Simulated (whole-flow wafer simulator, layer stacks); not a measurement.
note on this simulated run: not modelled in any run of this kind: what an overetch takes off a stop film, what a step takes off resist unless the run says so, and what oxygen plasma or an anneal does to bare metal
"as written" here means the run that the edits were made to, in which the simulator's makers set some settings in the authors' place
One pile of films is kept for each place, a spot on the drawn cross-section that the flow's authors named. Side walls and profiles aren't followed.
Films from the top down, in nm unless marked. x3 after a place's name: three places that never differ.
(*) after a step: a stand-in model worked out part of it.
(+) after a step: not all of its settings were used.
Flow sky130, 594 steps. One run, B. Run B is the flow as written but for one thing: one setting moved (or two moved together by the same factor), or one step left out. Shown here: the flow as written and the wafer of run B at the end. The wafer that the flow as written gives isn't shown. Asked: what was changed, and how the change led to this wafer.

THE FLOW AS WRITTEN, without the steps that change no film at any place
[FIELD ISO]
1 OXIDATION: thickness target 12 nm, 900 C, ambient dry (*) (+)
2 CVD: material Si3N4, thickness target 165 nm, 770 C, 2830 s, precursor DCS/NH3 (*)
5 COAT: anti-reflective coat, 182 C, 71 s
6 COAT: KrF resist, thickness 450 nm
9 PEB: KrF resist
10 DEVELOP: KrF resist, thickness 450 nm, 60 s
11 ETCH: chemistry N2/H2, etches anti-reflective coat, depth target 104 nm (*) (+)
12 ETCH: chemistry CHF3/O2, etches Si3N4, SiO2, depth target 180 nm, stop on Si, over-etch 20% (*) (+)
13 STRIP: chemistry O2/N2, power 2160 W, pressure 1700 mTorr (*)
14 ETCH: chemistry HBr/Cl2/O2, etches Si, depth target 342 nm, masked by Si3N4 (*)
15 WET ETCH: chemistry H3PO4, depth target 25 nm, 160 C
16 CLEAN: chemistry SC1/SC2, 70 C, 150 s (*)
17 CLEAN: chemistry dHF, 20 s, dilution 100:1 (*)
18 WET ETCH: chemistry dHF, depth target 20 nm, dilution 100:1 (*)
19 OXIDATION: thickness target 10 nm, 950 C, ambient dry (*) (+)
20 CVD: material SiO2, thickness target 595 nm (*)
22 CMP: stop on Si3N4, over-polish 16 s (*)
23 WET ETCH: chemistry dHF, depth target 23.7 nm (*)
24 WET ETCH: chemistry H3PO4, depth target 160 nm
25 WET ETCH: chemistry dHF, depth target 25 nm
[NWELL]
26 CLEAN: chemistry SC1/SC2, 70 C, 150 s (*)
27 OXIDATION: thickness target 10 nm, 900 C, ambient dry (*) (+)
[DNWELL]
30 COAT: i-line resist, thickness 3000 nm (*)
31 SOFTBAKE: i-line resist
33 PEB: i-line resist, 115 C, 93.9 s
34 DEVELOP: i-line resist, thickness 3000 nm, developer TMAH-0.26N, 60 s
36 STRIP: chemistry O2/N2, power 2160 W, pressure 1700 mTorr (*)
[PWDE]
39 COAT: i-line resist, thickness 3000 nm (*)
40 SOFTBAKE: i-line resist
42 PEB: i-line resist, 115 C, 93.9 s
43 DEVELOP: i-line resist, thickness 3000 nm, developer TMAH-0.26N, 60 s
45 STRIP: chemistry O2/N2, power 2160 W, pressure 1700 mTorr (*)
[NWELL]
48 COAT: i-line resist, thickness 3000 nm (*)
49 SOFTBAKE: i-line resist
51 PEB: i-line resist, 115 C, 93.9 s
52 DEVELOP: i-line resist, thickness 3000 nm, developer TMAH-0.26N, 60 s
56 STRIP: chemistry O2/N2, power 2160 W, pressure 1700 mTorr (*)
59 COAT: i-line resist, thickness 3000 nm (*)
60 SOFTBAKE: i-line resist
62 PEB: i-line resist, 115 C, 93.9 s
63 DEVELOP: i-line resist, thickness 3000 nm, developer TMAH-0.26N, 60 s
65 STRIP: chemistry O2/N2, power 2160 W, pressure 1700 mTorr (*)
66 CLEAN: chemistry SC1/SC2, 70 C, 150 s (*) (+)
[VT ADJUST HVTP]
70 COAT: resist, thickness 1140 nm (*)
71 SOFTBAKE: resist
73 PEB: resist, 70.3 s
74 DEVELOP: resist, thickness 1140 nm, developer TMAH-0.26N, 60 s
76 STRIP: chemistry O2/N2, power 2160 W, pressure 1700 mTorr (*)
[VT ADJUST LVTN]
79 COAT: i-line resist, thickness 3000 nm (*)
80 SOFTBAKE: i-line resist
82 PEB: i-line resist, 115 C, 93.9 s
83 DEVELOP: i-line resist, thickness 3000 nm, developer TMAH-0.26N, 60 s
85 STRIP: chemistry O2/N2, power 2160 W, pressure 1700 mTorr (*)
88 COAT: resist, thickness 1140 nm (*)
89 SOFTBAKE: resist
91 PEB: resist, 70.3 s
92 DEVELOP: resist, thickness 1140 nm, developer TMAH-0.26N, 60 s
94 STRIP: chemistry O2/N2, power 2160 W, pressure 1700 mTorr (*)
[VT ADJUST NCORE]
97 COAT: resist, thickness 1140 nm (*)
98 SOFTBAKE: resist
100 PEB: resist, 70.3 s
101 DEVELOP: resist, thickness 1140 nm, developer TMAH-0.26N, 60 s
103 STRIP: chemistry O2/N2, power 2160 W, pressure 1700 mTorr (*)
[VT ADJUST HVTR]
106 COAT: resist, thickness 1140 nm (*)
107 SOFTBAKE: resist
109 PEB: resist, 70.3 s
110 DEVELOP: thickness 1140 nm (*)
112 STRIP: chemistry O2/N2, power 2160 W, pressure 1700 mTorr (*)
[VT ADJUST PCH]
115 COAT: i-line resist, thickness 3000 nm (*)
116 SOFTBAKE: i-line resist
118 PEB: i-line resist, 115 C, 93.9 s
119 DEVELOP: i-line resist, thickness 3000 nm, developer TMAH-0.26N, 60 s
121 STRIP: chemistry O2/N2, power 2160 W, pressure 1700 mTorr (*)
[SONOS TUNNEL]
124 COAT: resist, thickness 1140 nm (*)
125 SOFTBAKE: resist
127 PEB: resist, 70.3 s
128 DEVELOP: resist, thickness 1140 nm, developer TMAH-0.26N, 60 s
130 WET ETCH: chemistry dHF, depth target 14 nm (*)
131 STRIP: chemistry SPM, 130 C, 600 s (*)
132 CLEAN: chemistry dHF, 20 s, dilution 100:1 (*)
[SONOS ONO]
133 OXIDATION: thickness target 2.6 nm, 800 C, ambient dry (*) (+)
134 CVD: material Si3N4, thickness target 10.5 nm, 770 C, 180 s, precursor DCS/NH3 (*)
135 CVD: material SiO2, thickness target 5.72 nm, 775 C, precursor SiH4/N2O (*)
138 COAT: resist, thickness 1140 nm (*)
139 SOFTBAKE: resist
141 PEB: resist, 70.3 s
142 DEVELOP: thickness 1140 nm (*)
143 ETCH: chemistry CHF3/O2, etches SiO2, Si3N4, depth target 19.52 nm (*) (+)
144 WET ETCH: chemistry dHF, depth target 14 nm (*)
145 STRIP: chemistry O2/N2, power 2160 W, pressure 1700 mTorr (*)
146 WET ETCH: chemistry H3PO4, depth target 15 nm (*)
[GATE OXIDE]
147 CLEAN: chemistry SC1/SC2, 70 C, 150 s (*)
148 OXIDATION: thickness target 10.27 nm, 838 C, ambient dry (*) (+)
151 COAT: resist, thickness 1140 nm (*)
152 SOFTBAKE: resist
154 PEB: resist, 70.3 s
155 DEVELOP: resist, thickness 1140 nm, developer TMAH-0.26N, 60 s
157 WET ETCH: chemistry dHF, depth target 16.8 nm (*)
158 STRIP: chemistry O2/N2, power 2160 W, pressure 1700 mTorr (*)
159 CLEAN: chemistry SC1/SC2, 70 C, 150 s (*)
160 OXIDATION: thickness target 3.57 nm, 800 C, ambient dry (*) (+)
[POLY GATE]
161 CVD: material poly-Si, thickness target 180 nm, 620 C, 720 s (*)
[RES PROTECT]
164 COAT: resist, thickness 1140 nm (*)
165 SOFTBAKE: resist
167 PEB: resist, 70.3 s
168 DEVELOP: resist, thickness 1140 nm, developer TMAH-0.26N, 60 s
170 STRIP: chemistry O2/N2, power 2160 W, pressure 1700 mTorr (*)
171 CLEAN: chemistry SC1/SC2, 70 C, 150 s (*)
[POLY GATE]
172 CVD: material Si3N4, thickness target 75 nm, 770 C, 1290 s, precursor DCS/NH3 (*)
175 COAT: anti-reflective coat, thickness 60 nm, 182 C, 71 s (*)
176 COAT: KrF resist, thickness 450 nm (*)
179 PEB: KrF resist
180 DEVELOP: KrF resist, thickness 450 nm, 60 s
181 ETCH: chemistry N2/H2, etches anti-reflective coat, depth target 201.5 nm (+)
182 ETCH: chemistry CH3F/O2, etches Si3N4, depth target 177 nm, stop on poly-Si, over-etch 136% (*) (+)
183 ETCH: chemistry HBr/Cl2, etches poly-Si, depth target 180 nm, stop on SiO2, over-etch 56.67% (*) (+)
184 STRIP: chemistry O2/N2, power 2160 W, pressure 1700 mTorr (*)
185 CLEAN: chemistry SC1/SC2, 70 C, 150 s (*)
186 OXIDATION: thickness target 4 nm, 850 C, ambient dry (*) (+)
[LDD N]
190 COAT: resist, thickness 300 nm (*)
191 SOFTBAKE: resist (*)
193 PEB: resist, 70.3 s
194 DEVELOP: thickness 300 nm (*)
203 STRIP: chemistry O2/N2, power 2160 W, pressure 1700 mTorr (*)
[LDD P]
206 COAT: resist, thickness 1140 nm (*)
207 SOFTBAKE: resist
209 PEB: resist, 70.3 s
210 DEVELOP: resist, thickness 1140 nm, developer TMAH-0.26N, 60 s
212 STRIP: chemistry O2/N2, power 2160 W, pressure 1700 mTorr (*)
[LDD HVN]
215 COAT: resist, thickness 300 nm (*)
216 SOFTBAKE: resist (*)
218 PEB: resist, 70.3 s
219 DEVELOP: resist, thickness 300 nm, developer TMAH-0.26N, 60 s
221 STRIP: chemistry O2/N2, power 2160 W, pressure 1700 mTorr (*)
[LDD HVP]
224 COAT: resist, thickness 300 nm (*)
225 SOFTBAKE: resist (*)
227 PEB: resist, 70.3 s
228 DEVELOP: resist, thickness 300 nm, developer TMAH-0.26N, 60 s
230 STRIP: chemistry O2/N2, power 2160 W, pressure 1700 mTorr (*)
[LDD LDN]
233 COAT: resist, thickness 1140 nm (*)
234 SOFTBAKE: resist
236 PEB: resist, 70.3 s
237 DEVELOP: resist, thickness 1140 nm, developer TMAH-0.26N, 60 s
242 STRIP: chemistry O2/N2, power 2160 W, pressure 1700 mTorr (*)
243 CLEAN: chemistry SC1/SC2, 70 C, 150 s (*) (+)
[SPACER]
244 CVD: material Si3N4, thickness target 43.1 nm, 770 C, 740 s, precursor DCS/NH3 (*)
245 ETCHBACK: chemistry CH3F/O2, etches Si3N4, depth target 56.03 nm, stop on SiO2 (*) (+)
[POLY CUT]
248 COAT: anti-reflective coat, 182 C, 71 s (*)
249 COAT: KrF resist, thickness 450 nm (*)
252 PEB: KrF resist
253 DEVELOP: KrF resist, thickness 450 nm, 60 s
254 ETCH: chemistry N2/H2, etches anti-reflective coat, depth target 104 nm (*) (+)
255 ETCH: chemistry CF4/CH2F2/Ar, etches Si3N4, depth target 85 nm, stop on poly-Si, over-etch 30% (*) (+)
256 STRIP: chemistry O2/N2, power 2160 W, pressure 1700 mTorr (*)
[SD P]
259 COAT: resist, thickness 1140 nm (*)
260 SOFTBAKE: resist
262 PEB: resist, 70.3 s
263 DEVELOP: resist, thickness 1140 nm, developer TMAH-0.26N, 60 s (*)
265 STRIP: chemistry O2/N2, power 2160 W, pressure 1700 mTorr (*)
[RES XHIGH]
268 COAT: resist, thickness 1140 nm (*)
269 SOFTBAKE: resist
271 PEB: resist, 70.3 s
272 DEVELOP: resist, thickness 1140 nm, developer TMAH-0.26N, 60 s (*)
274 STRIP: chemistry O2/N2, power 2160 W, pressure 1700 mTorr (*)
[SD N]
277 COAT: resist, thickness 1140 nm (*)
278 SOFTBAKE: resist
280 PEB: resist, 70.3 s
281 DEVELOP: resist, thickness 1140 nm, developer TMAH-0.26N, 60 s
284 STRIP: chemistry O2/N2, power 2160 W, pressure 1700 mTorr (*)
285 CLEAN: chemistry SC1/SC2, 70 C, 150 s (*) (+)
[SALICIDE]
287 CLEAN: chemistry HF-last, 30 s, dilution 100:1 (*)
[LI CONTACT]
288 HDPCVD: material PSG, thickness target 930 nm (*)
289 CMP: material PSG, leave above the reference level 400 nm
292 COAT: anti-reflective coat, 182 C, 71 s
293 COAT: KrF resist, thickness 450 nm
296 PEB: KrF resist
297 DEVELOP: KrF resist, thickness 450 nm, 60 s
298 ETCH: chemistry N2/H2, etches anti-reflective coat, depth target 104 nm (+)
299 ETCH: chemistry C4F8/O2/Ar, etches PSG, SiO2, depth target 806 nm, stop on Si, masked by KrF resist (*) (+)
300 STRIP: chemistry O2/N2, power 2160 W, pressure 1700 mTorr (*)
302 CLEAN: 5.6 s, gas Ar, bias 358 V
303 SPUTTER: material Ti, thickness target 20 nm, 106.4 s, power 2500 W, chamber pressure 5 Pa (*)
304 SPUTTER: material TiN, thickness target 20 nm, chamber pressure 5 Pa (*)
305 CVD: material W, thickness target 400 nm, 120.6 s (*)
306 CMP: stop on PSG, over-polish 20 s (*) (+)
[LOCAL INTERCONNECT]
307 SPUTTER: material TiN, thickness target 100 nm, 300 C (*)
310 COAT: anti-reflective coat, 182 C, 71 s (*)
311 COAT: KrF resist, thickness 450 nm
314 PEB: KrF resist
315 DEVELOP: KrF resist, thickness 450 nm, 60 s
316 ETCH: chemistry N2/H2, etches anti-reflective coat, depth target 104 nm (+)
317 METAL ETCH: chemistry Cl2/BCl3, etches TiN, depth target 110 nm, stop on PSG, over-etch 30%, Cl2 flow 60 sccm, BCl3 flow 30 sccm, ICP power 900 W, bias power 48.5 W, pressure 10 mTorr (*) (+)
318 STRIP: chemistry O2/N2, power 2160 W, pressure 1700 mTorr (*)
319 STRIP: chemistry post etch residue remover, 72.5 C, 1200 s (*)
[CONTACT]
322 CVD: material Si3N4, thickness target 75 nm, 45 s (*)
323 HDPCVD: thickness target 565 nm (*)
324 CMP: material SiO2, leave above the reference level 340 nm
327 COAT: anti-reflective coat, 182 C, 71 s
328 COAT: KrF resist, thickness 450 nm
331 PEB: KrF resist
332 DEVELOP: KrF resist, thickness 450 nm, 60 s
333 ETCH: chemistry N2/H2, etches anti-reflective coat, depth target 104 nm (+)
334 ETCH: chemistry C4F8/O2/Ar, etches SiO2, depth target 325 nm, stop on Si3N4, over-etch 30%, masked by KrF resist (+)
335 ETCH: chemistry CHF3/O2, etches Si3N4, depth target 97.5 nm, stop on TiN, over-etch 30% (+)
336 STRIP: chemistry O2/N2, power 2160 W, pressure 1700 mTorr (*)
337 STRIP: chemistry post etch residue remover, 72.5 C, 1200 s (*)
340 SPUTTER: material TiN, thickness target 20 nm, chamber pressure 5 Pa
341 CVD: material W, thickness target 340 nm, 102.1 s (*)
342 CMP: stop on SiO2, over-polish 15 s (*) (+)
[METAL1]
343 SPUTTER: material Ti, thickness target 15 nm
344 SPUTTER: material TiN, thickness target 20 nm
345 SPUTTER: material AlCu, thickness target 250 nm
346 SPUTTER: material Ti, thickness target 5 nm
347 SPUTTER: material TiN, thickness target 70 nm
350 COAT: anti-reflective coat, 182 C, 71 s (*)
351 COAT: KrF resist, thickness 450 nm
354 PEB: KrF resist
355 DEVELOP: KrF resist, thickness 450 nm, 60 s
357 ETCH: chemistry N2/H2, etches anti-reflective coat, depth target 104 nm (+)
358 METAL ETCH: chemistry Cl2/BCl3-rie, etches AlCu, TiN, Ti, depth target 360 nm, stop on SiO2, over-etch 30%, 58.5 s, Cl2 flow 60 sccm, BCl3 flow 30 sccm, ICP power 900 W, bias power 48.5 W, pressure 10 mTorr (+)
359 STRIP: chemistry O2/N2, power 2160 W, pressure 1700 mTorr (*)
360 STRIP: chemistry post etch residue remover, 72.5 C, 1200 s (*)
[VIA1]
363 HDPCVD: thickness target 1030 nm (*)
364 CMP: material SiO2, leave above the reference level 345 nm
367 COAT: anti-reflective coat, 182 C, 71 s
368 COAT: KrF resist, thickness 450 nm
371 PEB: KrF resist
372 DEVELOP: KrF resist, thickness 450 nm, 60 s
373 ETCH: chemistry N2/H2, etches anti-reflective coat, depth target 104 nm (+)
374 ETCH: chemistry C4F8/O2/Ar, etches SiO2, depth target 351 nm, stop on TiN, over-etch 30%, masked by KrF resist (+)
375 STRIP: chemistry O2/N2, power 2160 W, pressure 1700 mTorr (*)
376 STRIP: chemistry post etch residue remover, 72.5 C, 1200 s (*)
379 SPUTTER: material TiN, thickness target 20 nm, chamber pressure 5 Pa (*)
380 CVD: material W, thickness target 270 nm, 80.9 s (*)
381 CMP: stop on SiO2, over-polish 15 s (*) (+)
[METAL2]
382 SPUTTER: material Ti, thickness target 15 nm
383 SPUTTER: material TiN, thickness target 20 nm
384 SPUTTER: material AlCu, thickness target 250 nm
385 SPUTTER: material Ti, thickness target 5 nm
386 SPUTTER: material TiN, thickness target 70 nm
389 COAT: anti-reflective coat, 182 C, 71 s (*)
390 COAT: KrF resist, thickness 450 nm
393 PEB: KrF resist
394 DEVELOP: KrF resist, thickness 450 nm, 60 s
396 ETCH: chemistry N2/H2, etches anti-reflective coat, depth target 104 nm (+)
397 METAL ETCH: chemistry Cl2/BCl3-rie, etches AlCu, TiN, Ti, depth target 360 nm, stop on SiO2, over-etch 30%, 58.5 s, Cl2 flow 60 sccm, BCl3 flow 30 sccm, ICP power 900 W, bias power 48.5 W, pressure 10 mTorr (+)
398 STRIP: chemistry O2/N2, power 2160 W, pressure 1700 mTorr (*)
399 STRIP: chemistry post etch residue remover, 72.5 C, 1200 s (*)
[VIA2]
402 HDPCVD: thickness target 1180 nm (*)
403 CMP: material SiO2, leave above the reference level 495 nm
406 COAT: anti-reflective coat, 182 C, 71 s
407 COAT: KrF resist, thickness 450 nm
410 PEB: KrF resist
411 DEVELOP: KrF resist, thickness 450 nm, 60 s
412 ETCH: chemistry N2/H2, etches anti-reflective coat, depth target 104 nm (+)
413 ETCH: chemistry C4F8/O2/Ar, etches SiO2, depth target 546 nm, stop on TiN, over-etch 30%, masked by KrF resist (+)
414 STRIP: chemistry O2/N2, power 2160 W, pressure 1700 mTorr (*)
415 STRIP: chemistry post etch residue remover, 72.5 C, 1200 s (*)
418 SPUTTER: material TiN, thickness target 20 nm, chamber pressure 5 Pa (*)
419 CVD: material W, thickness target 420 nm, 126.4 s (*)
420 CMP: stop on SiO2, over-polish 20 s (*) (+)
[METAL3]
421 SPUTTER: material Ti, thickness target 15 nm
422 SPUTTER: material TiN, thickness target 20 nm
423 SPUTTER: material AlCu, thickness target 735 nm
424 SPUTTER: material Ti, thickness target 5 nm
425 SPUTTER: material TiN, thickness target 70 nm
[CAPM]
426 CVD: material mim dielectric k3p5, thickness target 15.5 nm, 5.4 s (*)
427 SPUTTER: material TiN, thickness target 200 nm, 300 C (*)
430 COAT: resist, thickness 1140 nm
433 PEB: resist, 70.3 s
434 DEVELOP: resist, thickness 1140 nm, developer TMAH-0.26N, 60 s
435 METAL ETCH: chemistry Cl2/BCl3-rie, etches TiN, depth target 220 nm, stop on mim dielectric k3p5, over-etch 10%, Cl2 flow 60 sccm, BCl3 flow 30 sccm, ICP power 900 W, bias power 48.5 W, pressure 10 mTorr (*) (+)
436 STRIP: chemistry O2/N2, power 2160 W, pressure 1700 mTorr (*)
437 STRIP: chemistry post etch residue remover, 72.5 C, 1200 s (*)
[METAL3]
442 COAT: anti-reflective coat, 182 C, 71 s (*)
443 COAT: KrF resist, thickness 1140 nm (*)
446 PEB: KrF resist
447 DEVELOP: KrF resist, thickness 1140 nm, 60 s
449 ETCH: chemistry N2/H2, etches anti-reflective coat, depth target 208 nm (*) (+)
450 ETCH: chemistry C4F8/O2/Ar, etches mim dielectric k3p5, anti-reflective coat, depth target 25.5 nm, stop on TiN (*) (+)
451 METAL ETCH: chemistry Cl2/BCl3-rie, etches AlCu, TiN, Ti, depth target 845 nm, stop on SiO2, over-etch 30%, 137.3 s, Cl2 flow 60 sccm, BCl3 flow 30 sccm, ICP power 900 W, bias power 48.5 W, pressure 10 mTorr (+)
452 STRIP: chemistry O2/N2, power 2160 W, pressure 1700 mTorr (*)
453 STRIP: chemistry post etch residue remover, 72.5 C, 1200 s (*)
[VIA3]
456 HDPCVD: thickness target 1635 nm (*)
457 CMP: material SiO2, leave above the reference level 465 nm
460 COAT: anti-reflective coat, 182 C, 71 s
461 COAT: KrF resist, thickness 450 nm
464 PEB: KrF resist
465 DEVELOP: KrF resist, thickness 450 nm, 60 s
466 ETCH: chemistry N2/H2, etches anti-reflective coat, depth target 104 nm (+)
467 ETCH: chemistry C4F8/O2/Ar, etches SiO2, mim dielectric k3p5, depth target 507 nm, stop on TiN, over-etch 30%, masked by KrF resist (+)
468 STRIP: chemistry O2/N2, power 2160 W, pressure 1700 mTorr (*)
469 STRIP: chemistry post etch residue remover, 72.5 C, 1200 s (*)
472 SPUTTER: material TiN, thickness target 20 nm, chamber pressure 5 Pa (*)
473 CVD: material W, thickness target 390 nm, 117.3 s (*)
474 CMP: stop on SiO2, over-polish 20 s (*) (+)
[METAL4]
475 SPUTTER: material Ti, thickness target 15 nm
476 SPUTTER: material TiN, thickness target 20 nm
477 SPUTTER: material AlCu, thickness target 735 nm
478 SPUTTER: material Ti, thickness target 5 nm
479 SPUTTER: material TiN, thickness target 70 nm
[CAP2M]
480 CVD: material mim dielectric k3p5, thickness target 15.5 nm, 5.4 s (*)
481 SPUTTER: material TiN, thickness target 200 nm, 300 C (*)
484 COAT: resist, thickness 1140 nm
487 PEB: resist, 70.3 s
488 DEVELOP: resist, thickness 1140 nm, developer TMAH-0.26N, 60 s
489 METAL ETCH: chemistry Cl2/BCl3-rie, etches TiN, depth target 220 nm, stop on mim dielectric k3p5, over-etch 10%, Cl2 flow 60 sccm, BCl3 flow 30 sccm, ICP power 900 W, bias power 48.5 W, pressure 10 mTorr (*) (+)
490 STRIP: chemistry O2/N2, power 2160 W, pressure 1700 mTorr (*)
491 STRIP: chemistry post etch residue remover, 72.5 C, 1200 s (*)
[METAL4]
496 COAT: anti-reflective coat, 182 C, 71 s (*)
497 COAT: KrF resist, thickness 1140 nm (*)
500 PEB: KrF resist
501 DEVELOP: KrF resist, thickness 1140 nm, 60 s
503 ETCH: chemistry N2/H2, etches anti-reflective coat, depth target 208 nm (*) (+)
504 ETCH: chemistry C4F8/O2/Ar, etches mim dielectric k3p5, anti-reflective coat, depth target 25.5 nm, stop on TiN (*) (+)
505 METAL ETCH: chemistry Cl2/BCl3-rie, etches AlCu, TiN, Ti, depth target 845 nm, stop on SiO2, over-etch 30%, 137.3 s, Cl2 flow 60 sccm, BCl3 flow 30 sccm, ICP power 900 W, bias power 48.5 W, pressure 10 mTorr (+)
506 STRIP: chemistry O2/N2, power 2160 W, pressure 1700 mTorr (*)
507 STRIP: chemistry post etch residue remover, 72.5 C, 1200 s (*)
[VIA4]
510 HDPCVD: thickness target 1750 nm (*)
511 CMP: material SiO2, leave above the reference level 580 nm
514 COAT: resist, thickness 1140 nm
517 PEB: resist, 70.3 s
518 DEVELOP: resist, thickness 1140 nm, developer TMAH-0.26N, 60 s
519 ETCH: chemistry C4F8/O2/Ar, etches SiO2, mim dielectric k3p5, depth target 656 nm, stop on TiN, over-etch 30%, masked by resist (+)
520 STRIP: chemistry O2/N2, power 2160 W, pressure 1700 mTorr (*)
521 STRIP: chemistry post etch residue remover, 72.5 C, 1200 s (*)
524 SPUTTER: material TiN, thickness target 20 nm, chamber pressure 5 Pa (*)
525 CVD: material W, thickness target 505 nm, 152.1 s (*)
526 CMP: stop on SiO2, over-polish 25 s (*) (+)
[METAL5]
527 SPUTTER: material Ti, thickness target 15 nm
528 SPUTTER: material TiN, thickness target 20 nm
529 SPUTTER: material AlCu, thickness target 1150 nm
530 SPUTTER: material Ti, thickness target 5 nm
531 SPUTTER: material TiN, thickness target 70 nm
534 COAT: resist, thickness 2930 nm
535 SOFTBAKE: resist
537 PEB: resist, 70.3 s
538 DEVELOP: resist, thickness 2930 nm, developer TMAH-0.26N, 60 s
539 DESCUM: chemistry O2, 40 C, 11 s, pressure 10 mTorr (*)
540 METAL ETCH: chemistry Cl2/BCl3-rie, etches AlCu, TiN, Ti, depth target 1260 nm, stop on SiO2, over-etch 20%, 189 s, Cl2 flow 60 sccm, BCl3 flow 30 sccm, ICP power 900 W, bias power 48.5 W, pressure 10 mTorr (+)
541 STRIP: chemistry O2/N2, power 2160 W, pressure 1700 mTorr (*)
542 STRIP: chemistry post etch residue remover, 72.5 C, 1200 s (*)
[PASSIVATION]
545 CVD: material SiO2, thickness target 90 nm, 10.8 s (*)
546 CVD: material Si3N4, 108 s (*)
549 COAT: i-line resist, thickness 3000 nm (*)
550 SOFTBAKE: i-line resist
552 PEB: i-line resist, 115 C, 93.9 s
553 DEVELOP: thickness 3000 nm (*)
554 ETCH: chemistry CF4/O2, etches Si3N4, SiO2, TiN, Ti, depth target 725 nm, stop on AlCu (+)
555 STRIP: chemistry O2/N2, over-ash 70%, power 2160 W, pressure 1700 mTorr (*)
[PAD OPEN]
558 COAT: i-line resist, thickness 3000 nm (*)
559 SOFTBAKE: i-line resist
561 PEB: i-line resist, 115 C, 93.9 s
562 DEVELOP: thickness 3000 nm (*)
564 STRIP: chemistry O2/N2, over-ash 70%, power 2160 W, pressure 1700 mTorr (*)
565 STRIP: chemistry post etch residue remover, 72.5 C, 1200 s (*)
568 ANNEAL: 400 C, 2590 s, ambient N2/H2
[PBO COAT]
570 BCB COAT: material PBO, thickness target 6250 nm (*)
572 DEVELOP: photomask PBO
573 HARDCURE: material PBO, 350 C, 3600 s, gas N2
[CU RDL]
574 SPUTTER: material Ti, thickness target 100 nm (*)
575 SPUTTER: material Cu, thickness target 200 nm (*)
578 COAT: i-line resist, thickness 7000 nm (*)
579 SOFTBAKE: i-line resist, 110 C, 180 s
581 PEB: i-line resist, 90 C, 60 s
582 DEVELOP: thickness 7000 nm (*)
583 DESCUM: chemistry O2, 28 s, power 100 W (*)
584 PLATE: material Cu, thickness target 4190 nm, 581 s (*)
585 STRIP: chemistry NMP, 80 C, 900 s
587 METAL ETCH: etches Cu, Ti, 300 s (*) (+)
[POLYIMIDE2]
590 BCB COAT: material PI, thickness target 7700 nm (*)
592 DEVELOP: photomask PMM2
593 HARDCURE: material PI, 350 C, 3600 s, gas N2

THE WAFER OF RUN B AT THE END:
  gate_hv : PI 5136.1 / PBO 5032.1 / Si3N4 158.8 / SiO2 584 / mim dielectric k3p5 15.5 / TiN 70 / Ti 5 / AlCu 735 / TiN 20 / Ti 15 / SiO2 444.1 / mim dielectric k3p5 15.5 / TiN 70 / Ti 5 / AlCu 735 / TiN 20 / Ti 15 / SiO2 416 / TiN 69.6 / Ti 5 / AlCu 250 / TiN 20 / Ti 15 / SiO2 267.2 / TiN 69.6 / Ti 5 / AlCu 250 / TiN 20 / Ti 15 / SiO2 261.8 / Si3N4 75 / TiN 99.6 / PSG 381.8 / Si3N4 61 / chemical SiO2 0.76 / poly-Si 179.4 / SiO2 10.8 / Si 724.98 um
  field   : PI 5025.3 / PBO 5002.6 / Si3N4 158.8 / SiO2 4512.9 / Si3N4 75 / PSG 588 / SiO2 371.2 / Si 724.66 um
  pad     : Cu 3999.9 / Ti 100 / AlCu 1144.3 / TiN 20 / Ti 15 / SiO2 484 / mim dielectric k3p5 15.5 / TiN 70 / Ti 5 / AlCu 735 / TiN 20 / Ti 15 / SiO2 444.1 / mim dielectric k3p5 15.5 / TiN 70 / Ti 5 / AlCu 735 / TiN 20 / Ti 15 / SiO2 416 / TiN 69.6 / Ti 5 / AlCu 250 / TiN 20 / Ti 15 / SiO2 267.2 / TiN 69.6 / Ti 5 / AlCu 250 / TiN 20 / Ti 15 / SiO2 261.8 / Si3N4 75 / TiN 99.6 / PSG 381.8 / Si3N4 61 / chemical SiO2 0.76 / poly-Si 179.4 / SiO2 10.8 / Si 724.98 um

The cause: step 457, CMP: leave above the reference level 539 nm was run, where the flow has leave above the reference level 465 nm.

How the change led to this, step by step:
  457 CMP: material SiO2, leave above the reference level 465 nm
      n_well, p_well, gate_hv and 99 more: SiO2 -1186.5 (as written it would be: SiO2 -1260.5)
      field, active, gate and 82 more: SiO2 -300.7 (as written it would be: SiO2 -374.7)
      (and at 5 more places)
  467 ETCH: chemistry C4F8/O2/Ar, etches SiO2, mim dielectric k3p5, depth target 507 nm, stop on TiN, over-etch 30%, masked by KrF resist (+)
      m1: SiO2 -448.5 (all of it), mim dielectric k3p5 -15.5 (all of it) (as written it would be: SiO2 -374.5 (all of it), mim dielectric k3p5 -15.5 (all of it))
      via3_hole: SiO2 -447.9 (all of it), mim dielectric k3p5 -15.5 (all of it) (as written it would be: SiO2 -373.9 (all of it), mim dielectric k3p5 -15.5 (all of it))
  472 SPUTTER: material TiN, thickness target 20 nm, chamber pressure 5 Pa (*)
      m1, via3_hole: TiN +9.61 (as written it would be: TiN +10.6)
  473 CVD: material W, thickness target 390 nm, 117.3 s (*)
      m1: W +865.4 (new film) (as written it would be: W +790.5 (new film))
      via3_hole: W +864.8 (new film) (as written it would be: W +789.9 (new film))
